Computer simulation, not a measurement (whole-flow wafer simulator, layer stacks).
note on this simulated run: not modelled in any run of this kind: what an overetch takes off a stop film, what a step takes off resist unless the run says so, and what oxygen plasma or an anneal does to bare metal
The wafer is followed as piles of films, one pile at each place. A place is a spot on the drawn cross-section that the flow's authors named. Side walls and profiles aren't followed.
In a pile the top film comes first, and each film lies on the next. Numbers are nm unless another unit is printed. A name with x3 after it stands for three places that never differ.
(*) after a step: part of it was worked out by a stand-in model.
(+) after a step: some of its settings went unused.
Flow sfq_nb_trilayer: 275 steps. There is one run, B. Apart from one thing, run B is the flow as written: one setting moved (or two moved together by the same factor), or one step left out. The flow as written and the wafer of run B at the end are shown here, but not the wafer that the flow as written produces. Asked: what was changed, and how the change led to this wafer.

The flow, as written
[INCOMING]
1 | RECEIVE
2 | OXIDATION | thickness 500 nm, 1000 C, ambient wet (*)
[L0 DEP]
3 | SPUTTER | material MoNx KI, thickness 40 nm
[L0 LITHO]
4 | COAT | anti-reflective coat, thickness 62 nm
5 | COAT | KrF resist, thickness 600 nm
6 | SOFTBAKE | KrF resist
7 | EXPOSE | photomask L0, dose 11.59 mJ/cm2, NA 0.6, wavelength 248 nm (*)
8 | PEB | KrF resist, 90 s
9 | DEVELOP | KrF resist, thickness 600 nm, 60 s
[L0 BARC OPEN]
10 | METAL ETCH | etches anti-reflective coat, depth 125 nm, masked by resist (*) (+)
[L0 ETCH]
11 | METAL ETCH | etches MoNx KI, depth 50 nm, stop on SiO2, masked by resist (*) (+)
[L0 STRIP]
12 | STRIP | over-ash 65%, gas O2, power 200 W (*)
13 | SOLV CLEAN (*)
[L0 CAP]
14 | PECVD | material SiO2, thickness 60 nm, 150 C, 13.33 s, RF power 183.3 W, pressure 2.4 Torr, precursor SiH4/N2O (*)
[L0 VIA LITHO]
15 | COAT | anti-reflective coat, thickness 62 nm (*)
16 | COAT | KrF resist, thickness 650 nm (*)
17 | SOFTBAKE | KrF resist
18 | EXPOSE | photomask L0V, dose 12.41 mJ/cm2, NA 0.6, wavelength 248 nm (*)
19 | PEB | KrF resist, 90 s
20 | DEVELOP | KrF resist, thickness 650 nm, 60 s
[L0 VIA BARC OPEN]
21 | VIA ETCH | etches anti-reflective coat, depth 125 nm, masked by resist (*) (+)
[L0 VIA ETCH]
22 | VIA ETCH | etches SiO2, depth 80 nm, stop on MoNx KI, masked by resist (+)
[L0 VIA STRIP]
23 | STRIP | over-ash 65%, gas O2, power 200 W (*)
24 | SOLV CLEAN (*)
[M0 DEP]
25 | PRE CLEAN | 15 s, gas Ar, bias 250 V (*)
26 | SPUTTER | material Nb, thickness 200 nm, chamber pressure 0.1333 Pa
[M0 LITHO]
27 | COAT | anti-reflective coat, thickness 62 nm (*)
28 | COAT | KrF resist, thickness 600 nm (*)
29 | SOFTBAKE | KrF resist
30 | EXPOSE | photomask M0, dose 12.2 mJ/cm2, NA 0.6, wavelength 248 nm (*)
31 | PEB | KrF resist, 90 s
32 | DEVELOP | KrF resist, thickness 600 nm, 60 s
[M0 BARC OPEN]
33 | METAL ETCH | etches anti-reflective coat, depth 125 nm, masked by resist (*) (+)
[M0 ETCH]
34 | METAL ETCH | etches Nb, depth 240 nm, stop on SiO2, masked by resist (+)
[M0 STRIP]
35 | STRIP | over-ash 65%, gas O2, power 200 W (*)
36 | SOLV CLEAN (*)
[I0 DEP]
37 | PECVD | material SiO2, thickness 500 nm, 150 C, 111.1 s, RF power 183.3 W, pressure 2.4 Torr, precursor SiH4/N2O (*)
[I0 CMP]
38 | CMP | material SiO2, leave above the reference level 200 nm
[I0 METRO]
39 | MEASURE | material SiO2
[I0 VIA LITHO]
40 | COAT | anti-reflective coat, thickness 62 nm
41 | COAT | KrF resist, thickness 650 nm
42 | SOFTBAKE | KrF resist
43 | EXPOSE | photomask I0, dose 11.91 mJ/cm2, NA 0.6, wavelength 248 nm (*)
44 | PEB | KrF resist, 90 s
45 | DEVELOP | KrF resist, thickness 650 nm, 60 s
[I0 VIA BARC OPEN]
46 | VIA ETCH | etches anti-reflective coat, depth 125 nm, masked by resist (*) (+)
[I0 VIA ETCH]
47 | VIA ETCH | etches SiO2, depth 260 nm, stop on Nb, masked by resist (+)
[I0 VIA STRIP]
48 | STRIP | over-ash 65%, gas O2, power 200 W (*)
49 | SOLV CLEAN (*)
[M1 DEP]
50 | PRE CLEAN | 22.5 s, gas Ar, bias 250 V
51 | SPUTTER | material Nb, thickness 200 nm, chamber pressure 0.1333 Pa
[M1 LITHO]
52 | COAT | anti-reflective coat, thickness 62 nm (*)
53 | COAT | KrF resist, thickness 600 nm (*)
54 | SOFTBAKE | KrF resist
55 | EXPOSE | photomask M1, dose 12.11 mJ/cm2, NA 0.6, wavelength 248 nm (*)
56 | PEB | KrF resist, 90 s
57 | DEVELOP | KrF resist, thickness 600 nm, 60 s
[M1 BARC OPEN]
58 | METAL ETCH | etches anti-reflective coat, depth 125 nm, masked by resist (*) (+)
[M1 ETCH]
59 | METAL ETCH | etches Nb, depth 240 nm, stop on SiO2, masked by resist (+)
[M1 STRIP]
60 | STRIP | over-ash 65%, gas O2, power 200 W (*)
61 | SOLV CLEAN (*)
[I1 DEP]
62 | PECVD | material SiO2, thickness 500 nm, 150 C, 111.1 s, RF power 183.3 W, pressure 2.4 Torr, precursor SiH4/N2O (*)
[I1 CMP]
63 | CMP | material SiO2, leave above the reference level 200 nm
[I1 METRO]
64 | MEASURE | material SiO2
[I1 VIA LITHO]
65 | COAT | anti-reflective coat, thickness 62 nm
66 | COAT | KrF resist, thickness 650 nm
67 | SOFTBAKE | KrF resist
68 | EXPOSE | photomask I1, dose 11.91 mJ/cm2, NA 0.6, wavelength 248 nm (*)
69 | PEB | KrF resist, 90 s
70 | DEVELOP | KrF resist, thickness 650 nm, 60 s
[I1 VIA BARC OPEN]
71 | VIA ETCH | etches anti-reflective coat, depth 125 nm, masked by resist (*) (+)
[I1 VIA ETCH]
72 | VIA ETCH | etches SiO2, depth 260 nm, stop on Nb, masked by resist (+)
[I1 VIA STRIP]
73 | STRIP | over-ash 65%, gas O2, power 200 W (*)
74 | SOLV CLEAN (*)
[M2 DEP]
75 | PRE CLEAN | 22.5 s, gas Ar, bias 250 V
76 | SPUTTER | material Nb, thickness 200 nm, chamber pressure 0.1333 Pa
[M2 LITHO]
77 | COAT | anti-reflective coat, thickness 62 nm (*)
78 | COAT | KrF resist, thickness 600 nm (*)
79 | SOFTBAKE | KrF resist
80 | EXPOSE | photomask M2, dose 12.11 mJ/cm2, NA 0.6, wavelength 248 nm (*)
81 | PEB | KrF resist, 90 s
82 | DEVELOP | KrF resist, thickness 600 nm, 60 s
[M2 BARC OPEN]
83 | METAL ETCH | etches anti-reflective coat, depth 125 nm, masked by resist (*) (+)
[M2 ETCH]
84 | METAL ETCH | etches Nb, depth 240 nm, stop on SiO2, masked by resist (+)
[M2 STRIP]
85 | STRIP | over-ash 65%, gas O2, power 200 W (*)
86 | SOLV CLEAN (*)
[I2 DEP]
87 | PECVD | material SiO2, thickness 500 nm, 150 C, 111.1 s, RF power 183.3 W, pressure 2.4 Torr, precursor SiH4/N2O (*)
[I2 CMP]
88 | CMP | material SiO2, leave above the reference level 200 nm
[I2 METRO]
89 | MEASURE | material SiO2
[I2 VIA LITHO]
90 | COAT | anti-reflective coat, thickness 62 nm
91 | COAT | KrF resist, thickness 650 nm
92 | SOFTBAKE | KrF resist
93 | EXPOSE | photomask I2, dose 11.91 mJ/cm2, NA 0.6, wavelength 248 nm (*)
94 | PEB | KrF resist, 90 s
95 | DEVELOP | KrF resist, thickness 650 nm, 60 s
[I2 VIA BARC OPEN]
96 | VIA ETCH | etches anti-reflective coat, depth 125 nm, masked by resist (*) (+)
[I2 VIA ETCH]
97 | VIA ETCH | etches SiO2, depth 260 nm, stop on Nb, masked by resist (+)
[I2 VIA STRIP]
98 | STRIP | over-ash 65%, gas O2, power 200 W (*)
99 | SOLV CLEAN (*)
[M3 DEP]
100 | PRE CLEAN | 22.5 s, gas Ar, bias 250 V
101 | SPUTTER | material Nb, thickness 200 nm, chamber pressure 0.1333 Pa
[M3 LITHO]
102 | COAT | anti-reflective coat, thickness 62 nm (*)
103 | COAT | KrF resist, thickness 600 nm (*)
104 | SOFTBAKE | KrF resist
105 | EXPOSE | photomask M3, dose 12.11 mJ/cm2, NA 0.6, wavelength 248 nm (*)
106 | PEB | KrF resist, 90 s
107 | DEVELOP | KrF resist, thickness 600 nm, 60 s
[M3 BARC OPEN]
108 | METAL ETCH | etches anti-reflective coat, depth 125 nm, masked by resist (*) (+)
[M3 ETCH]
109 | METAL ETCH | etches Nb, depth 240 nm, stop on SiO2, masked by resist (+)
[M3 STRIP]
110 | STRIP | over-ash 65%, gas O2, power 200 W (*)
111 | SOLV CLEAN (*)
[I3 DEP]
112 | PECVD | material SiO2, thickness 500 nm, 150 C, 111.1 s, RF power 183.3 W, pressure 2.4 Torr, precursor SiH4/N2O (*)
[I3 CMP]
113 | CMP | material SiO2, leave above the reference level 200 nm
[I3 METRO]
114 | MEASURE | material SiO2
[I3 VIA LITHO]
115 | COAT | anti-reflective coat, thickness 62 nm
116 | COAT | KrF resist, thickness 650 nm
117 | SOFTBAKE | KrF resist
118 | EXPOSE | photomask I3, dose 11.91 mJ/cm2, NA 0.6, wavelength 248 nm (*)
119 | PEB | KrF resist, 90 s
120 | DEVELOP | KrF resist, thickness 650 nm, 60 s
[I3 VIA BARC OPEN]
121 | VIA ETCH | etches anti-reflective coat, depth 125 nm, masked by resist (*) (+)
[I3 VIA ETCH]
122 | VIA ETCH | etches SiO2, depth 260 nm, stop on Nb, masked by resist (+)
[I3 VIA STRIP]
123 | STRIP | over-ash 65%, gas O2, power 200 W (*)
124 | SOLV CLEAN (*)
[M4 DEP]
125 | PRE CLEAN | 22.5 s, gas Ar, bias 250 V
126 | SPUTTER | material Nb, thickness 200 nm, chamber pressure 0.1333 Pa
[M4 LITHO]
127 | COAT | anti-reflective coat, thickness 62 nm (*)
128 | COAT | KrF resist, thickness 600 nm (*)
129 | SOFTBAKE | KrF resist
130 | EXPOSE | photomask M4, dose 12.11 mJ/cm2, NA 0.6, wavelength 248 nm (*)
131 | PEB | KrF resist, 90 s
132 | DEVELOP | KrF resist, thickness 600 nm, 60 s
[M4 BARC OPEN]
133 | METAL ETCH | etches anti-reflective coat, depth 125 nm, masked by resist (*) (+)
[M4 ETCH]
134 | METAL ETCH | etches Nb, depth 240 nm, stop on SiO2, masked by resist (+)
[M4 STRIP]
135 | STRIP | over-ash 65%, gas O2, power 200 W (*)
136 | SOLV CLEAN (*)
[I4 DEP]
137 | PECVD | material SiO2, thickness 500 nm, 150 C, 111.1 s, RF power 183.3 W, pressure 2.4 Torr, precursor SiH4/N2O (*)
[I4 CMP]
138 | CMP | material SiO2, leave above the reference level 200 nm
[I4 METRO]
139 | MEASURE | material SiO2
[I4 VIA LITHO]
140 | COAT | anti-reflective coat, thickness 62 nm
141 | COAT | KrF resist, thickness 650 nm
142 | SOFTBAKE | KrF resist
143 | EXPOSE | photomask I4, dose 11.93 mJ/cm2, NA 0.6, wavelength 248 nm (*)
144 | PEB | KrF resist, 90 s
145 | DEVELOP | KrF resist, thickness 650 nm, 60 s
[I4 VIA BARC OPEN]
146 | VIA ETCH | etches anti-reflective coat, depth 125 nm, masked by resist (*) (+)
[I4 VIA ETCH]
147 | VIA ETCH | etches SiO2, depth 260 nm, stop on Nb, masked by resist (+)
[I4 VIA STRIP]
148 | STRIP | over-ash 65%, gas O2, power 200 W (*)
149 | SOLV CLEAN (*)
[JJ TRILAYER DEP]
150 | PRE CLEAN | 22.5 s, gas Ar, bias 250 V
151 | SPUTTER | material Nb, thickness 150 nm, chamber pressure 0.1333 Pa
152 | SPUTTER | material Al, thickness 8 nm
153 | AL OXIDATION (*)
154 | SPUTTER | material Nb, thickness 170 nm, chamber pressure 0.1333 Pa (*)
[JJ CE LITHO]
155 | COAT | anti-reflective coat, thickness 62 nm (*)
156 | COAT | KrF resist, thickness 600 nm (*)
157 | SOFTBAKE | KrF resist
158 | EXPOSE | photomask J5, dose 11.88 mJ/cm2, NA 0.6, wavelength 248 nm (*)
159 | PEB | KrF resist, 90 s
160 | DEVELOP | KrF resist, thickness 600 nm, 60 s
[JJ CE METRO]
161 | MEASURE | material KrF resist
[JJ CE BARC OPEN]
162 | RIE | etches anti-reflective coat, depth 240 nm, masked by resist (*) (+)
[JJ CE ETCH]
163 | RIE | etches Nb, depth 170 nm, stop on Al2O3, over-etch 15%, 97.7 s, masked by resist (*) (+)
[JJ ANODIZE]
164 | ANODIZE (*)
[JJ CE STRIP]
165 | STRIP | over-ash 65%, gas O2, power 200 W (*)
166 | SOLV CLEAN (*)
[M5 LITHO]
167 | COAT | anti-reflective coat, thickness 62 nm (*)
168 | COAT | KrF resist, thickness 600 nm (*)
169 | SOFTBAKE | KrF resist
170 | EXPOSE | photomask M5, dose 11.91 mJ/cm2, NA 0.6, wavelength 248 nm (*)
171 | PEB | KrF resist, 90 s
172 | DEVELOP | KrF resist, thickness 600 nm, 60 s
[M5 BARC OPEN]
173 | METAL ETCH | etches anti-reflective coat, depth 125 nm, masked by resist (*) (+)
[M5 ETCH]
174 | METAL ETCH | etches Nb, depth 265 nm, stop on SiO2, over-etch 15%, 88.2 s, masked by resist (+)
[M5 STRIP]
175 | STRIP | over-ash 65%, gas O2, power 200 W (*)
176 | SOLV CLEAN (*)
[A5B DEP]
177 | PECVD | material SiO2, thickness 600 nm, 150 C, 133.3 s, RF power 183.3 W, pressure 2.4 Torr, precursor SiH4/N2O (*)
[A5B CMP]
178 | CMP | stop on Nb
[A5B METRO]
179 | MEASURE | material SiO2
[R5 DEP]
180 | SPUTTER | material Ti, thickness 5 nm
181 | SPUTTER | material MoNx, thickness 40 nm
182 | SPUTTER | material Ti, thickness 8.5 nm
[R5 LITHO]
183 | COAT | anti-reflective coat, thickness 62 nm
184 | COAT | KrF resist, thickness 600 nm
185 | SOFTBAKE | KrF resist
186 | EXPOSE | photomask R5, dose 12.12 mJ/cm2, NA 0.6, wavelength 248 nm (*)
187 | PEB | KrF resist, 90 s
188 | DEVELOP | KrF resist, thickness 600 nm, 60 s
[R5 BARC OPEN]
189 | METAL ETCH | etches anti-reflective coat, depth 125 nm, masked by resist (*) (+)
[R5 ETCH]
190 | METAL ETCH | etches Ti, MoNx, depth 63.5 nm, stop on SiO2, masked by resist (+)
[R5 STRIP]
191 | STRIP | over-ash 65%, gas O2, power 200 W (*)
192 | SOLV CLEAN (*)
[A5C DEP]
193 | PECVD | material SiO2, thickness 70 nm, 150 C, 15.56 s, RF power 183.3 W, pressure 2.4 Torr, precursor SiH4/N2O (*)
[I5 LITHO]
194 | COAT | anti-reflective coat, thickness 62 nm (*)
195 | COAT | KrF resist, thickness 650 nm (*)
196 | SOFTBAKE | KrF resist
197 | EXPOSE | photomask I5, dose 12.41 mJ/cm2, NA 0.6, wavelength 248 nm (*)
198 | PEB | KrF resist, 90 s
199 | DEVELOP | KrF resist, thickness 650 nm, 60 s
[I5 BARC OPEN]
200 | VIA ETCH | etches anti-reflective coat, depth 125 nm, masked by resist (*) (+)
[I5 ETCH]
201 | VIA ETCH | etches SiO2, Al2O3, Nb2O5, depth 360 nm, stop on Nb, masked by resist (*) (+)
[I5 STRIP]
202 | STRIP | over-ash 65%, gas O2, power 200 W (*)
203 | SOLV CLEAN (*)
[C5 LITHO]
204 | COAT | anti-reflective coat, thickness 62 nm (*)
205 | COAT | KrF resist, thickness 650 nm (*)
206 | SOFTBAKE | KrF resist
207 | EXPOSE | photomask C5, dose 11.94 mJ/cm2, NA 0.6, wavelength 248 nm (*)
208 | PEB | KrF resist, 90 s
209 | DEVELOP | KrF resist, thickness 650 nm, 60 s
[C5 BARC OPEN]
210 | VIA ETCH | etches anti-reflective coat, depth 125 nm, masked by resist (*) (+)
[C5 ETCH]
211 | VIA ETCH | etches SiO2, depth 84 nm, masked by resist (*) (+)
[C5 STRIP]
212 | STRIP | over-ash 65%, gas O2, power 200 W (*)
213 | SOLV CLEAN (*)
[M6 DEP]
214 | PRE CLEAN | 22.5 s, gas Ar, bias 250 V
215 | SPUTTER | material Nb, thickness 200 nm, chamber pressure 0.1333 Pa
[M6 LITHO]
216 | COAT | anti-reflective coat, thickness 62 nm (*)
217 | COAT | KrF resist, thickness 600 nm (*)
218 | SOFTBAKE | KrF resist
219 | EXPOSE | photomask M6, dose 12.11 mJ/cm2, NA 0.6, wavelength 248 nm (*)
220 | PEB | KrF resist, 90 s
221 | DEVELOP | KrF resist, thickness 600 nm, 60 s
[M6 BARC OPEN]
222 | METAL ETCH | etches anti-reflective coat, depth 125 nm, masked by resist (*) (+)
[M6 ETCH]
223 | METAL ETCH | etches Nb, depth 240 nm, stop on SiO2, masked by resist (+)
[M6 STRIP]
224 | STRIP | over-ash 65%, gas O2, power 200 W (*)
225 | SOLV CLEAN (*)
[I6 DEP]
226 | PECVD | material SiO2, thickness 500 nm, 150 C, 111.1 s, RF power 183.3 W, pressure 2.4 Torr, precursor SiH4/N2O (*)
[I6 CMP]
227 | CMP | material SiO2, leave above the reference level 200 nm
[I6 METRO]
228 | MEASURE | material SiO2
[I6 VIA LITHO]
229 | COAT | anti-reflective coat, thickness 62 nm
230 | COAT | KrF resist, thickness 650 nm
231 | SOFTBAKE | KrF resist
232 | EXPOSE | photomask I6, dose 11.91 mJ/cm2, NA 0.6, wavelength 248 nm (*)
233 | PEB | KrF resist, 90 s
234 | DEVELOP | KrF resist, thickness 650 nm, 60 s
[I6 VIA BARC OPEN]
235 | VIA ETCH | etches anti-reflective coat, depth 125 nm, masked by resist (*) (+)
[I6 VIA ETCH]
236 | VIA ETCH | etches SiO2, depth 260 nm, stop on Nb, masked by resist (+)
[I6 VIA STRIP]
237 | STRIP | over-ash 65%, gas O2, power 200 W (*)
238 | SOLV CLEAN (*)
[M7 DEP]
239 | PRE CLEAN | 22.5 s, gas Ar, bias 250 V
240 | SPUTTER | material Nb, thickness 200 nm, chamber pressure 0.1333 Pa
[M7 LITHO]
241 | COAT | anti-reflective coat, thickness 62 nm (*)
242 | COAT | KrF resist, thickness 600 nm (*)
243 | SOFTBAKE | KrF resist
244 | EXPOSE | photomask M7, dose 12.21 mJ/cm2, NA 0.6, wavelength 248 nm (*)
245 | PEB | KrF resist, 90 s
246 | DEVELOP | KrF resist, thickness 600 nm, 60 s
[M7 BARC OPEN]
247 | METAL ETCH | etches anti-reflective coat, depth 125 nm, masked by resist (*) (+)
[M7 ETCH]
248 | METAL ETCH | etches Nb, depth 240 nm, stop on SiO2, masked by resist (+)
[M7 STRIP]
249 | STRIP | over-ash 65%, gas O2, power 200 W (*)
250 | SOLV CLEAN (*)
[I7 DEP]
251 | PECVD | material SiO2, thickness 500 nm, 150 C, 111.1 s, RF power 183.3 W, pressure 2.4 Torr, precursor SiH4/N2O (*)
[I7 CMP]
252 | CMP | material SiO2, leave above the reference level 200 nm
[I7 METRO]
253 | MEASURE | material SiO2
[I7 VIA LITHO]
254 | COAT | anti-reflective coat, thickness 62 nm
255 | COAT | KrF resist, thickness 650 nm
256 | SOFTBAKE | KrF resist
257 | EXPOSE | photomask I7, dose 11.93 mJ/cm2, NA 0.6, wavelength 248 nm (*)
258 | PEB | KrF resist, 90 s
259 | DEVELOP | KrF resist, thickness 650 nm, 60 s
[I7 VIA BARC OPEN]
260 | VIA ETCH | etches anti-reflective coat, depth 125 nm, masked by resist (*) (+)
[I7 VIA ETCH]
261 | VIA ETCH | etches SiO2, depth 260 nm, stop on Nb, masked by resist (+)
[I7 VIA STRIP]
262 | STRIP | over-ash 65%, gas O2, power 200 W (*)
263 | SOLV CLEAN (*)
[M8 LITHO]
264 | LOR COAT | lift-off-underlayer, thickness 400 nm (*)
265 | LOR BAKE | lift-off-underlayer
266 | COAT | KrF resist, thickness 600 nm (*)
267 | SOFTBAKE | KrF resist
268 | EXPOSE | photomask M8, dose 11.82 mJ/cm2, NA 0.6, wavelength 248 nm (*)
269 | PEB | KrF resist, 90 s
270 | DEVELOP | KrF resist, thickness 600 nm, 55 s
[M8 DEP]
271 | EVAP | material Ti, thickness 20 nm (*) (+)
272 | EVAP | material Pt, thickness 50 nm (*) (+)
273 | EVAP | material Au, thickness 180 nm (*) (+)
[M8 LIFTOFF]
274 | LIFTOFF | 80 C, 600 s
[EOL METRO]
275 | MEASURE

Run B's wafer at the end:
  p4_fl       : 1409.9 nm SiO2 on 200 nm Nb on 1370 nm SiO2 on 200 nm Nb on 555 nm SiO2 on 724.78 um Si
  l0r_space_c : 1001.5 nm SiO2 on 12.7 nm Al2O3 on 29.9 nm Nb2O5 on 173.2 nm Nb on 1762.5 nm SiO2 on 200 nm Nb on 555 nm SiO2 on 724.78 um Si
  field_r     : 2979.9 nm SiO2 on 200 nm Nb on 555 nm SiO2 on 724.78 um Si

What caused this: step 151, SPUTTER: thickness 184 nm was run, while the flow as written has thickness 150 nm.

How this came from the change, step by step:
  151 | SPUTTER | material Nb, thickness 150 nm, chamber pressure 0.1333 Pa
      field_l, v_sur, via_sp and 100 more: +184 Nb (new film) (in the flow as written it would be: +150 Nb (new film))
      via_wl, via_w, via_wr: +160.3 Nb (in the flow as written it would be: +130.4 Nb)
  155 | COAT | anti-reflective coat, thickness 62 nm (*)
      via_wl, via_wr: +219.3 anti-reflective coat (new film) (in the flow as written it would be: +209.4 anti-reflective coat (new film))
      via_w: +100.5 anti-reflective coat (new film) (in the flow as written it would be: +97.4 anti-reflective coat (new film))
  162 | RIE | etches anti-reflective coat, depth 240 nm, masked by resist (*) (+)
      ce_l, c5j, ce_r, wl_jj: -219.3 KrF resist (in the flow as written it would be: -209.4 KrF resist)
      via_wl, via_wr: -219.3 anti-reflective coat (all of it) (in the flow as written it would be: -209.4 anti-reflective coat (all of it))
      (as well as at 1 more place)
  165 | STRIP | over-ash 65%, gas O2, power 200 W (*)
      c5j, ce_r: -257 KrF resist (all of it), -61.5 anti-reflective coat (all of it) (in the flow as written it would be: -266.9 KrF resist (all of it), -61.5 anti-reflective coat (all of it))
      ce_l: -256.9 KrF resist (all of it), -61.4 anti-reflective coat (all of it) (in the flow as written it would be: -266.8 KrF resist (all of it), -61.4 anti-reflective coat (all of it))
      (as well as at 1 more place)
  167 | COAT | anti-reflective coat, thickness 62 nm (*)
      via_wl: +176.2 anti-reflective coat (new film) (in the flow as written it would be: +170.5 anti-reflective coat (new film))
      via_w: +85.9 anti-reflective coat (new film) (in the flow as written it would be: +84.1 anti-reflective coat (new film))
      (as well as at 1 more place)
  174 | METAL ETCH | etches Nb, depth 265 nm, stop on SiO2, over-etch 15%, 88.2 s, masked by resist (+)
      field_l, r_sur, res and 49 more: -12.6 Al2O3 (all of it), -29.9 Nb2O5 (all of it), -173.2 Nb (all of it), -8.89 SiO2 (in the flow as written it would be: -12.6 Al2O3 (all of it), -29.9 Nb2O5 (all of it), -139.2 Nb (all of it), -12.3 SiO2)
      wl_a_sl: -12.6 Al2O3 (all of it), -29.9 Nb2O5 (all of it), -173.2 Nb (all of it), -8.9 SiO2 (in the flow as written it would be: -12.6 Al2O3 (all of it), -29.9 Nb2O5 (all of it), -139.2 Nb (all of it), -12.3 SiO2)
  175 | STRIP | over-ash 65%, gas O2, power 200 W (*)
      via_wl: -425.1 KrF resist (all of it), -176.2 anti-reflective coat (all of it) (in the flow as written it would be: -427 KrF resist (all of it), -170.5 anti-reflective coat (all of it))
      via_w: -505.2 KrF resist (all of it), -85.9 anti-reflective coat (all of it) (in the flow as written it would be: -503.5 KrF resist (all of it), -84.1 anti-reflective coat (all of it))
      (as well as at 1 more place)
  178 | CMP | stop on Nb
      field_l, p4_fl, p4_fm and 39 more: -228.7 SiO2 (in the flow as written it would be: -259.3 SiO2)
      r_sur, res, r_end, moat, field_r, lsp_l: -220.6 SiO2 (in the flow as written it would be: -252.3 SiO2)
      (as well as at 5 more places)
